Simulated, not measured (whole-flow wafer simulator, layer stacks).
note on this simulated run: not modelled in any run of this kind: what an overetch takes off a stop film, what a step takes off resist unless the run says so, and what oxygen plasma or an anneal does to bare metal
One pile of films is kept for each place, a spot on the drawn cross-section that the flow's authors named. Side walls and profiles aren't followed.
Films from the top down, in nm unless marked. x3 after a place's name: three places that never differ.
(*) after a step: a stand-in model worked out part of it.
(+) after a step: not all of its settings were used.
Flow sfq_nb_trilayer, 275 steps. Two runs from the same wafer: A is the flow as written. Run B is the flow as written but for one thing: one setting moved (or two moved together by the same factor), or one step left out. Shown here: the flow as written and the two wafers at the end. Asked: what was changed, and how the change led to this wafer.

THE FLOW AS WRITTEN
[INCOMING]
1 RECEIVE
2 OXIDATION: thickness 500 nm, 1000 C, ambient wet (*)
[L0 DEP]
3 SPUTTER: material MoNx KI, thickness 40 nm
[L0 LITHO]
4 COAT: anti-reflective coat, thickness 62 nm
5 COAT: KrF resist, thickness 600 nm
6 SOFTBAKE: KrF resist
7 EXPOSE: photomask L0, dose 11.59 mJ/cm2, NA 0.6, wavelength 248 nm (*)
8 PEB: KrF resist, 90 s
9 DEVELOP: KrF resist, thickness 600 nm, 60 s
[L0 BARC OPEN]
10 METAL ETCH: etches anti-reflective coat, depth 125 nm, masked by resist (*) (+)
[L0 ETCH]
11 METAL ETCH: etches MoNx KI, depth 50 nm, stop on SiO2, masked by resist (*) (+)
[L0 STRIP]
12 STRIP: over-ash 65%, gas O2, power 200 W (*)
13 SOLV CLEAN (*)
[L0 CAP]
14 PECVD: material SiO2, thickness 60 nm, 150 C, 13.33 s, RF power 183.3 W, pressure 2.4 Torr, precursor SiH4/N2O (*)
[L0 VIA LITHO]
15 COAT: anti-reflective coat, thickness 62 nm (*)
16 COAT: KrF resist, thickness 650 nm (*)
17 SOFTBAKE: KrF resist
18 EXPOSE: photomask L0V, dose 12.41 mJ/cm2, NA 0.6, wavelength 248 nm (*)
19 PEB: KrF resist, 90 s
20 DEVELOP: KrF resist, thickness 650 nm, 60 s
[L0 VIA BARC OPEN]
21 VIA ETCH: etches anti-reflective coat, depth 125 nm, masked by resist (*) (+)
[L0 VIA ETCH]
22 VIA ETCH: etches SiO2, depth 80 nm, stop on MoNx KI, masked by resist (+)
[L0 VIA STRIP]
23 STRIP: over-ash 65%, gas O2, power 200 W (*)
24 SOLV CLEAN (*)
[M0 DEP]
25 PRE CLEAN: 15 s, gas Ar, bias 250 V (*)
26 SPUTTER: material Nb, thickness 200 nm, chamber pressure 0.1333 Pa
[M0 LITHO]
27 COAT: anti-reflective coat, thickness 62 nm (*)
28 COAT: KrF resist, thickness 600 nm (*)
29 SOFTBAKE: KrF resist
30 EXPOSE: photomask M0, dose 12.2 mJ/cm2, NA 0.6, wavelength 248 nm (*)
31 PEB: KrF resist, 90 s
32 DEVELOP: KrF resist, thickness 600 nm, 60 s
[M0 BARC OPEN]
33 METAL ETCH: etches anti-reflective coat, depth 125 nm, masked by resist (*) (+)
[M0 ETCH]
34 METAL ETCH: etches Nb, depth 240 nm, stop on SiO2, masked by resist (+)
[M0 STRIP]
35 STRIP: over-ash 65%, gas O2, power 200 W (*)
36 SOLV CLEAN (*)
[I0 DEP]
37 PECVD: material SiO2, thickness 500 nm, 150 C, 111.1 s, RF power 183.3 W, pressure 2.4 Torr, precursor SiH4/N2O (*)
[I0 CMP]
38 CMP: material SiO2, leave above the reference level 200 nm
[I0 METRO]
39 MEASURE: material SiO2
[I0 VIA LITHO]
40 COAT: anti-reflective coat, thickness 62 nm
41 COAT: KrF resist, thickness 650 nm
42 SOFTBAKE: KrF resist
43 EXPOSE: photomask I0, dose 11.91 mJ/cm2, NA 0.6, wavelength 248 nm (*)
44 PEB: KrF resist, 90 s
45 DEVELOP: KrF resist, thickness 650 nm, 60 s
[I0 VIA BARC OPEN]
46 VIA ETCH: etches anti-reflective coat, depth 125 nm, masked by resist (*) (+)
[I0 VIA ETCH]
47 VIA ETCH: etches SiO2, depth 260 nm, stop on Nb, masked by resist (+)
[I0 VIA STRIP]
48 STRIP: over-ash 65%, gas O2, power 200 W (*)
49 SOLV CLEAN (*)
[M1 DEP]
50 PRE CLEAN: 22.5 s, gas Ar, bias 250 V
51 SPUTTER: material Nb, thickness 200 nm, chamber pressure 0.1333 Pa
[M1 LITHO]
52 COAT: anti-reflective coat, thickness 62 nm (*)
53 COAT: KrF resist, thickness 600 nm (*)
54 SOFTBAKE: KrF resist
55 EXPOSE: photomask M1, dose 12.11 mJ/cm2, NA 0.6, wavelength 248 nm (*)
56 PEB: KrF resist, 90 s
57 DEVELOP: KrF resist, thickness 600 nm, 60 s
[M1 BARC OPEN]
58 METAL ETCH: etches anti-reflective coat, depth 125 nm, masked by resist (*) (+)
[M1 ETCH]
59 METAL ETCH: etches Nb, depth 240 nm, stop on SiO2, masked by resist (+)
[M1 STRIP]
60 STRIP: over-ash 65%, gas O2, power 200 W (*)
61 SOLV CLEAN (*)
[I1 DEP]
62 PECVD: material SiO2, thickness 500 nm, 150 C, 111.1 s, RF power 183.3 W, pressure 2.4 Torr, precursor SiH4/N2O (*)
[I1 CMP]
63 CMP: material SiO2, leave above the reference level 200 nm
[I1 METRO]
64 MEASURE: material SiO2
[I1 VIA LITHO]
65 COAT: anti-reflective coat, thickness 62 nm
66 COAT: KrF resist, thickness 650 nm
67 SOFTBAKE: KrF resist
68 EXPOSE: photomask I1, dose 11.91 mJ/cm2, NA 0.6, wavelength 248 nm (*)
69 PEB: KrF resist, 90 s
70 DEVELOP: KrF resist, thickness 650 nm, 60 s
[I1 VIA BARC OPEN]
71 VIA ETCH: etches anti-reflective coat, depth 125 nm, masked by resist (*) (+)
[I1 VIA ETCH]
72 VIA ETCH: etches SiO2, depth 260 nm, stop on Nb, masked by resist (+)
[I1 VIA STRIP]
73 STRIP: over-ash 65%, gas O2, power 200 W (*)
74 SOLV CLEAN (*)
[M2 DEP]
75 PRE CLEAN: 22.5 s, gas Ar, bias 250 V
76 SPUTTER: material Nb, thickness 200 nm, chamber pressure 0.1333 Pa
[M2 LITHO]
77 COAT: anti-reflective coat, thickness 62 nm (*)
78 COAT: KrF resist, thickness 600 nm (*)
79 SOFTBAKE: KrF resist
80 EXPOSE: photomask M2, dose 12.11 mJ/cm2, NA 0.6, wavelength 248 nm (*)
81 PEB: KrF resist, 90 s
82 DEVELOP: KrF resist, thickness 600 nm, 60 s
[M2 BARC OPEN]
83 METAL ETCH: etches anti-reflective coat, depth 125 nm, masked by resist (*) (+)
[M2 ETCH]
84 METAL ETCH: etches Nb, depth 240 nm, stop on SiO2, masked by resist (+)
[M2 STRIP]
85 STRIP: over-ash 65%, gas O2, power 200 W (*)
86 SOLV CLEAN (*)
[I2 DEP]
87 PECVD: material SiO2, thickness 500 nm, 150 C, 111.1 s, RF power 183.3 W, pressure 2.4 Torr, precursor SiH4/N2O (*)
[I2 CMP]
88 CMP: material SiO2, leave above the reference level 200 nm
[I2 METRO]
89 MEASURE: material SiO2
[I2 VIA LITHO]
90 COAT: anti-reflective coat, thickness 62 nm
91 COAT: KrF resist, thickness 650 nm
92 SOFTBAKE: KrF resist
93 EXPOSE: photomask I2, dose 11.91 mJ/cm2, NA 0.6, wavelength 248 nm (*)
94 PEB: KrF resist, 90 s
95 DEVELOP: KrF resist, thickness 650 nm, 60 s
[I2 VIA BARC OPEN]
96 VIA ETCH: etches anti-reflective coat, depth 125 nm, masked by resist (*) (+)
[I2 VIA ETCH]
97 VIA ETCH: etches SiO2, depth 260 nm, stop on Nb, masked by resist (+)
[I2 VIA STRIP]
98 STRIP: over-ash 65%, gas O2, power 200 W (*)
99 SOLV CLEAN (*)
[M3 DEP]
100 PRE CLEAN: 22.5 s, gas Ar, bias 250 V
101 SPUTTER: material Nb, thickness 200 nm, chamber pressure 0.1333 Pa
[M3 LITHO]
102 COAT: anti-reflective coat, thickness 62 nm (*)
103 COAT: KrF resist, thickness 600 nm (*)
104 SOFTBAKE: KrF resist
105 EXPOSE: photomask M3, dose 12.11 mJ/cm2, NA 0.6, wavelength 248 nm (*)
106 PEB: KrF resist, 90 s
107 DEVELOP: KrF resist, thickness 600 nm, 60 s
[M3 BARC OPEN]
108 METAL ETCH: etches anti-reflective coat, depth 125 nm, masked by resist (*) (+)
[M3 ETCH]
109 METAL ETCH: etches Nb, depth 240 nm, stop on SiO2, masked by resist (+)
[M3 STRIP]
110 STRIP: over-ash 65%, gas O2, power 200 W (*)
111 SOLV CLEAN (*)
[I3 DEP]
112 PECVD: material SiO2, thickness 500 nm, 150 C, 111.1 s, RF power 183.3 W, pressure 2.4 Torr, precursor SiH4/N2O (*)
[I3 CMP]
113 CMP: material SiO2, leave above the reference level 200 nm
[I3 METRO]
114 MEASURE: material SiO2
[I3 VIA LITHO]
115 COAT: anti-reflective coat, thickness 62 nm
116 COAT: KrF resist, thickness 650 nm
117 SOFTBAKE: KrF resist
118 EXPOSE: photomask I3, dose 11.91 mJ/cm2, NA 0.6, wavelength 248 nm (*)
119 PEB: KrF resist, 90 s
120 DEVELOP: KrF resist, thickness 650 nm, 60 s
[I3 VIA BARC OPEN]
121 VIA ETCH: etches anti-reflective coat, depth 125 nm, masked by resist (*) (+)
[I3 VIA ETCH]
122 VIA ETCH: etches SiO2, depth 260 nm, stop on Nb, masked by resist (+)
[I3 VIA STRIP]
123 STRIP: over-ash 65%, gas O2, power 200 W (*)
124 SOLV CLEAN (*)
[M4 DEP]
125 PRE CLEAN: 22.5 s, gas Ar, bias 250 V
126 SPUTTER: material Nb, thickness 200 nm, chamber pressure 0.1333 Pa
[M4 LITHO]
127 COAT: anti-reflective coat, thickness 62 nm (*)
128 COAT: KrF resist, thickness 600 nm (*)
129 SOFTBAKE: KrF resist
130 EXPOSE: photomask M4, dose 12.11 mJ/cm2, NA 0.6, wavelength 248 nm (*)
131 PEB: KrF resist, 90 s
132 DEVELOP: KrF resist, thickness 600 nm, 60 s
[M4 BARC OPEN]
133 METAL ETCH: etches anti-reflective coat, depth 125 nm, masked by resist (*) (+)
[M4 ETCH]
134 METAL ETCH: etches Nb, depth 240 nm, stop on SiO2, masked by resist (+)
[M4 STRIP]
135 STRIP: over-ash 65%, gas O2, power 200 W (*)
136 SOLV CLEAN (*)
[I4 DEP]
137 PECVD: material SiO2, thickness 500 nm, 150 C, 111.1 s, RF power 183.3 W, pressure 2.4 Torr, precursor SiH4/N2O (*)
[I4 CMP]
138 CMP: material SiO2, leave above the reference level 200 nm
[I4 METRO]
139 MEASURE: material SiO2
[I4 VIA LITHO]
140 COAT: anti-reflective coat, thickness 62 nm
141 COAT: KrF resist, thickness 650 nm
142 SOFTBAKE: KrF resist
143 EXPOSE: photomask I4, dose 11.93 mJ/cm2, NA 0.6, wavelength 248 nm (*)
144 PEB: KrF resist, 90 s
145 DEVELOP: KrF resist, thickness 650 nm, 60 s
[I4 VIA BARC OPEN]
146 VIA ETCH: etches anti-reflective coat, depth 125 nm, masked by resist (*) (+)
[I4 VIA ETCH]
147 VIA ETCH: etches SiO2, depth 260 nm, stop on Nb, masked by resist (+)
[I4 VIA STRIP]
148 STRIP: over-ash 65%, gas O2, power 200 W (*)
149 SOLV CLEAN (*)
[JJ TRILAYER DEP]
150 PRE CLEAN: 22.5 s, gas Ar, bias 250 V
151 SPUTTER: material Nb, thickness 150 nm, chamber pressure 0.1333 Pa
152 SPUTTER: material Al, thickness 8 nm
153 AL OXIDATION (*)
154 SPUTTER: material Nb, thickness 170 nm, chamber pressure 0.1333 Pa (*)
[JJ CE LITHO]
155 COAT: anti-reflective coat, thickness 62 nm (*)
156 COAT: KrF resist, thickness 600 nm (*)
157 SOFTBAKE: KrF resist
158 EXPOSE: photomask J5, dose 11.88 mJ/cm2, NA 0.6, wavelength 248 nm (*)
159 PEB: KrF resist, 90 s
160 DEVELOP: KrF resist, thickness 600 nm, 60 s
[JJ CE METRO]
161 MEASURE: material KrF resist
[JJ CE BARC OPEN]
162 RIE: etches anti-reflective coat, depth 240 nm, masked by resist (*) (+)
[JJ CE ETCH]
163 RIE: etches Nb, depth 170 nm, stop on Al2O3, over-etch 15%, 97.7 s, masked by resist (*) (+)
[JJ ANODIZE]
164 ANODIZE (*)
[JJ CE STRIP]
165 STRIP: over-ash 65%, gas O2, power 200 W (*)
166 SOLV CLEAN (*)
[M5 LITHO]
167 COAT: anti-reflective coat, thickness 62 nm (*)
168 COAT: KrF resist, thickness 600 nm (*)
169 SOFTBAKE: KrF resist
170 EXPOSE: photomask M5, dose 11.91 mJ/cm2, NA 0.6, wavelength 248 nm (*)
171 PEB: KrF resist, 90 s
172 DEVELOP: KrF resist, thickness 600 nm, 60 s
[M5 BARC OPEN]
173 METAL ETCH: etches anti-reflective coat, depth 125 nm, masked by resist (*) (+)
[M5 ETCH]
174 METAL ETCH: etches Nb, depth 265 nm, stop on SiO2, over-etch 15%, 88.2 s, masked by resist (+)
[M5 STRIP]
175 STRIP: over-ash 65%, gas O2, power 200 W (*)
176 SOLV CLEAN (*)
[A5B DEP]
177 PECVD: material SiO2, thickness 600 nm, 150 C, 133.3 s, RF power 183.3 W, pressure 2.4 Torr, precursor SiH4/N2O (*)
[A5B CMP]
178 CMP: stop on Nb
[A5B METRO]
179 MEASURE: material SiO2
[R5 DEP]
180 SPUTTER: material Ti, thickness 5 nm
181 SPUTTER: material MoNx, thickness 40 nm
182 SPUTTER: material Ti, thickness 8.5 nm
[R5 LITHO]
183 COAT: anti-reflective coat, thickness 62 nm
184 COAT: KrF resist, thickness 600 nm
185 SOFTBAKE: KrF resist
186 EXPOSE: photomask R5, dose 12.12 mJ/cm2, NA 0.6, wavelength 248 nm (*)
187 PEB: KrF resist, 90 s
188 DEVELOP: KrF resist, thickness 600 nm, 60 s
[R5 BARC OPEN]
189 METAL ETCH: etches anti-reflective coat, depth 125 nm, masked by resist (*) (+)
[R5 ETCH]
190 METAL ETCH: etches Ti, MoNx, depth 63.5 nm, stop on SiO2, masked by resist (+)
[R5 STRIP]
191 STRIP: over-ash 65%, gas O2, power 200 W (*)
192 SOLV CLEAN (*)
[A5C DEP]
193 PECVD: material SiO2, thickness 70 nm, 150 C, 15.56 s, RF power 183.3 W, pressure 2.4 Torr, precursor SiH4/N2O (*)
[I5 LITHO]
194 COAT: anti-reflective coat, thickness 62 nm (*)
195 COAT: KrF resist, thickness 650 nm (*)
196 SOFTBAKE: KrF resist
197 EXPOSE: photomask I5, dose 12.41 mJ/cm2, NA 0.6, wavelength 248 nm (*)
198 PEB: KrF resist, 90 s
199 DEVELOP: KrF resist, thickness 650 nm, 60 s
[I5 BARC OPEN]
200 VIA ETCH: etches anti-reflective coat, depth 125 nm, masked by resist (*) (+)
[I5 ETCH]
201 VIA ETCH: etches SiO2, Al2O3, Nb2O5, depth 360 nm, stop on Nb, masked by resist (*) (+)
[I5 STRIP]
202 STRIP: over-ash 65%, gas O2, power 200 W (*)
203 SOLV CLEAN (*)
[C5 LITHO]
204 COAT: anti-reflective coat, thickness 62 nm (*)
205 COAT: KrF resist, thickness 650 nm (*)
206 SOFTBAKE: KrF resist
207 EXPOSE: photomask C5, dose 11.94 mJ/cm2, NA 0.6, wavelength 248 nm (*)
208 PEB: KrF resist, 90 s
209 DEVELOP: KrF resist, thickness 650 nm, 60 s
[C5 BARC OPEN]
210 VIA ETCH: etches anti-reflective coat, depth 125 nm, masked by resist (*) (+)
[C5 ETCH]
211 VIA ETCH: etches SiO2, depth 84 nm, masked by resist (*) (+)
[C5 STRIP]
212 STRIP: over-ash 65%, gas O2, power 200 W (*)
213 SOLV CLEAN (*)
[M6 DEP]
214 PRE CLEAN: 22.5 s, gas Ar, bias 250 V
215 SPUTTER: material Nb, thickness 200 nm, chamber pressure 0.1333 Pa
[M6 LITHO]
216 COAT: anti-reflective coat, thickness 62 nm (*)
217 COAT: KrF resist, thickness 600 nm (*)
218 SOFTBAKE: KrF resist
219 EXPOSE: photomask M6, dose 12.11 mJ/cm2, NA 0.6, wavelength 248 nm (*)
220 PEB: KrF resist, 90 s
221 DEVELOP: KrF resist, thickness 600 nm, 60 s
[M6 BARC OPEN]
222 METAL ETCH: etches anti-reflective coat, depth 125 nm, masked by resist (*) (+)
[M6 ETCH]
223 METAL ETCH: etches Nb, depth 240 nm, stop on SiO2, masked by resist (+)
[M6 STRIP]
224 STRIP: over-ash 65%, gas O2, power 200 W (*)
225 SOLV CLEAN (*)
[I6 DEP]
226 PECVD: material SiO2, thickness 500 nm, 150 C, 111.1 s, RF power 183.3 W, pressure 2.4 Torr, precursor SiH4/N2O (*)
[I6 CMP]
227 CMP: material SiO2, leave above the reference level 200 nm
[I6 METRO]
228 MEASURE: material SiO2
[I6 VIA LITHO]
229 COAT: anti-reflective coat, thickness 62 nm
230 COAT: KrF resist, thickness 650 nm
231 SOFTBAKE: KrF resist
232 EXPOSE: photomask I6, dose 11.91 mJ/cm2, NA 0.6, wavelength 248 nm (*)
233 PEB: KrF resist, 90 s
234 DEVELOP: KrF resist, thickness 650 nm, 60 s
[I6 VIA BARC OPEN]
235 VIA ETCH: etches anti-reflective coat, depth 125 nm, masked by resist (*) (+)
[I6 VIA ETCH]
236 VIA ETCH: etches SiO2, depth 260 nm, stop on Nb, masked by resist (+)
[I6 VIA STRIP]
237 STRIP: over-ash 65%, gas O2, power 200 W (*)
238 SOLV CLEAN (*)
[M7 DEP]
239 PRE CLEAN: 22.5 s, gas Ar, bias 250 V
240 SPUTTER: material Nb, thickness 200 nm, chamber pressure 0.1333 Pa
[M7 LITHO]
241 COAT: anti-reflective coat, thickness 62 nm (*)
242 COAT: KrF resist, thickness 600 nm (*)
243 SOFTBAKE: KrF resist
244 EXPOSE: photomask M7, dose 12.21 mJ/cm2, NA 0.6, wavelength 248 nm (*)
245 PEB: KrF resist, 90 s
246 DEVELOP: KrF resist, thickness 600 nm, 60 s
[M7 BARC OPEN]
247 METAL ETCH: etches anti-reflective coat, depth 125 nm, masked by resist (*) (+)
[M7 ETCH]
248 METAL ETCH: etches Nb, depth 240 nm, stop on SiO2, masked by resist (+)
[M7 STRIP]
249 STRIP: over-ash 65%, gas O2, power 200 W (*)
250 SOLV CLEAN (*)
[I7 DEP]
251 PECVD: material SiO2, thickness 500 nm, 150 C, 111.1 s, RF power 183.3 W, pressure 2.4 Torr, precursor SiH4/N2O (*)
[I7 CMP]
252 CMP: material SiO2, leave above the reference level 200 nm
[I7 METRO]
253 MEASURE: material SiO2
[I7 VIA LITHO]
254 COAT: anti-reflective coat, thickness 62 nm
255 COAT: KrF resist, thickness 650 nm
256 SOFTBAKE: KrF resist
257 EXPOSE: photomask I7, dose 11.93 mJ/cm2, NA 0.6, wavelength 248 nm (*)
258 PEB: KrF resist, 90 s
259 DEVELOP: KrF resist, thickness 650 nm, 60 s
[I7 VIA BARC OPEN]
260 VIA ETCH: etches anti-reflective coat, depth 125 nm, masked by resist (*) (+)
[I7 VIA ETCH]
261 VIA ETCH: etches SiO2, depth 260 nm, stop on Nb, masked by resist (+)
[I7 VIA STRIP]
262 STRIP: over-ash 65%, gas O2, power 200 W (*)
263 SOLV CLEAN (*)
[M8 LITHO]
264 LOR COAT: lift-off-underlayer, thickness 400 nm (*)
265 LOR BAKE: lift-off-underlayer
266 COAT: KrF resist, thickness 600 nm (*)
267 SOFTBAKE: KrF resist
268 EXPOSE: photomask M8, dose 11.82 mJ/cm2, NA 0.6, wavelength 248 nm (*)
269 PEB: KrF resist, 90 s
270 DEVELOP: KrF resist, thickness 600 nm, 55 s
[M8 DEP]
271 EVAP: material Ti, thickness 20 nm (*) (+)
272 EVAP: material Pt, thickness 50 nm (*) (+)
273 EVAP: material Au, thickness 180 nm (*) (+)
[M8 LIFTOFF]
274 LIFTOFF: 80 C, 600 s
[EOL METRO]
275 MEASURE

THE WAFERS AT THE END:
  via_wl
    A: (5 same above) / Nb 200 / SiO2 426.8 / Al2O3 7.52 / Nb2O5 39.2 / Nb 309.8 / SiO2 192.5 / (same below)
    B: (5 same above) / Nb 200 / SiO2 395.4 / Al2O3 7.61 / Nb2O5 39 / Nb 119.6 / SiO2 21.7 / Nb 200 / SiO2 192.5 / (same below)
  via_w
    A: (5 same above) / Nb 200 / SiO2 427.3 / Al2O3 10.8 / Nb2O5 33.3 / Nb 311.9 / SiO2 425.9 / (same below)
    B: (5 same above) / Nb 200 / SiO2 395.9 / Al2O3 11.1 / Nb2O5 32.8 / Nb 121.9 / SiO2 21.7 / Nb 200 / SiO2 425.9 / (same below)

The cause: step 147, VIA ETCH: depth 170.6 nm was run, where the flow has depth 260 nm.

How the change led to this, step by step:
  147 VIA ETCH: etches SiO2, depth 260 nm, stop on Nb, masked by resist (+)
      via_wl, via_w, via_wr: A SiO2 -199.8 (all of it) | B SiO2 -170.6
      field_l, v_sur, via_sp and 100 more: A KrF resist -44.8 | B KrF resist -29.4
  148 STRIP: over-ash 65%, gas O2, power 200 W (*)
      field_l, v_sur, via_sp and 100 more: A KrF resist -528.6 (all of it), anti-reflective coat -62 (all of it) | B KrF resist -544 (all of it), anti-reflective coat -62 (all of it)
  150 PRE CLEAN: 22.5 s, gas Ar, bias 250 V
      via_wl, via_w, via_wr: A Nb -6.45 | B SiO2 -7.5
  151 SPUTTER: material Nb, thickness 150 nm, chamber pressure 0.1333 Pa
      via_wl, via_w, via_wr: A Nb +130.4 | B Nb +133.7 (new film)
  154 SPUTTER: material Nb, thickness 170 nm, chamber pressure 0.1333 Pa (*)
      via_wl, via_wr: A Nb +140.7 (new film) | B Nb +145.6 (new film)
      via_w: A Nb +141 (new film) | B Nb +145.9 (new film)
  155 COAT: anti-reflective coat, thickness 62 nm (*)
      via_wl, via_wr: A anti-reflective coat +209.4 (new film) | B anti-reflective coat +182.1 (new film)
      v_sur: A anti-reflective coat +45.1 (new film) | B anti-reflective coat +46.3 (new film)
      (and at 1 more place)
  156 COAT: KrF resist, thickness 600 nm (*)
      via_w: A KrF resist +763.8 (new film) | B KrF resist +737 (new film)
  160 DEVELOP: KrF resist, thickness 600 nm, 60 s
      via_w: A KrF resist -762.1 (all of it) | B KrF resist -735.4 (all of it)
  162 RIE: etches anti-reflective coat, depth 240 nm, masked by resist (*) (+)
      ce_l, c5j, ce_r, wl_jj: A KrF resist -209.4 | B KrF resist -182.1
      via_wl, via_wr: A anti-reflective coat -209.4 (all of it) | B anti-reflective coat -182.1 (all of it)
      (and at 2 more places)
  163 RIE: etches Nb, depth 170 nm, stop on Al2O3, over-etch 15%, 97.7 s, masked by resist (*) (+)
      via_wl, via_wr: A Nb -140.7 (all of it), Al2O3 -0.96 (all of it) | B Nb -145.6 (all of it), Al2O3 -0.96 (all of it)
      via_w: A Nb -141 (all of it), Al2O3 -0.96 (all of it) | B Nb -145.9 (all of it), Al2O3 -0.96 (all of it)
  165 STRIP: over-ash 65%, gas O2, power 200 W (*)
      ce_l: A KrF resist -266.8 (all of it), anti-reflective coat -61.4 (all of it) | B KrF resist -294.3 (all of it), anti-reflective coat -61.5 (all of it)
      c5j: A KrF resist -266.9 (all of it), anti-reflective coat -61.5 (all of it) | B KrF resist -294.4 (all of it), anti-reflective coat -61.5 (all of it)
      (and at 2 more places)
  167 COAT: anti-reflective coat, thickness 62 nm (*)
      v_sur: A anti-reflective coat +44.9 (new film) | B anti-reflective coat +46.1 (new film)
      via_wl: A anti-reflective coat +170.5 (new film) | B anti-reflective coat +149.6 (new film)
      (and at 3 more places)
  168 COAT: KrF resist, thickness 600 nm (*)
      via_w: A KrF resist +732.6 (new film) | B KrF resist +711.9 (new film)
  175 STRIP: over-ash 65%, gas O2, power 200 W (*)
      v_sur: A KrF resist -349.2 (all of it), anti-reflective coat -44.9 (all of it) | B KrF resist -353.4 (all of it), anti-reflective coat -46.1 (all of it)
      via_wl: A KrF resist -427 (all of it), anti-reflective coat -170.5 (all of it) | B KrF resist -424 (all of it), anti-reflective coat -149.6 (all of it)
      (and at 4 more places)
  178 CMP: stop on Nb
      via_wl, via_wr: A SiO2 -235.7 | B SiO2 -267.1
      via_w: A SiO2 -235.2 | B SiO2 -266.6
Counting metal films that touch as one body, via_wl has 8 bodies (between them, from the top down: SiO2 192.5; SiO2 395.4 / Al2O3 7.61 / Nb2O5 39; SiO2 21.7; SiO2 192.5; SiO2 192.5; SiO2 192.5; SiO2 192.5); the flow as written gives 7 bodies (between them, from the top down: SiO2 192.5; SiO2 426.8 / Al2O3 7.52 / Nb2O5 39.2; SiO2 192.5; SiO2 192.5; SiO2 192.5; SiO2 192.5).
Counting metal films that touch as one body, via_w has 6 bodies (between them, from the top down: SiO2 192.5; SiO2 395.9 / Al2O3 11.1 / Nb2O5 32.8; SiO2 21.7; SiO2 425.9; SiO2 416.9); the flow as written gives 5 bodies (between them, from the top down: SiO2 192.5; SiO2 427.3 / Al2O3 10.8 / Nb2O5 33.3; SiO2 425.9; SiO2 416.9).
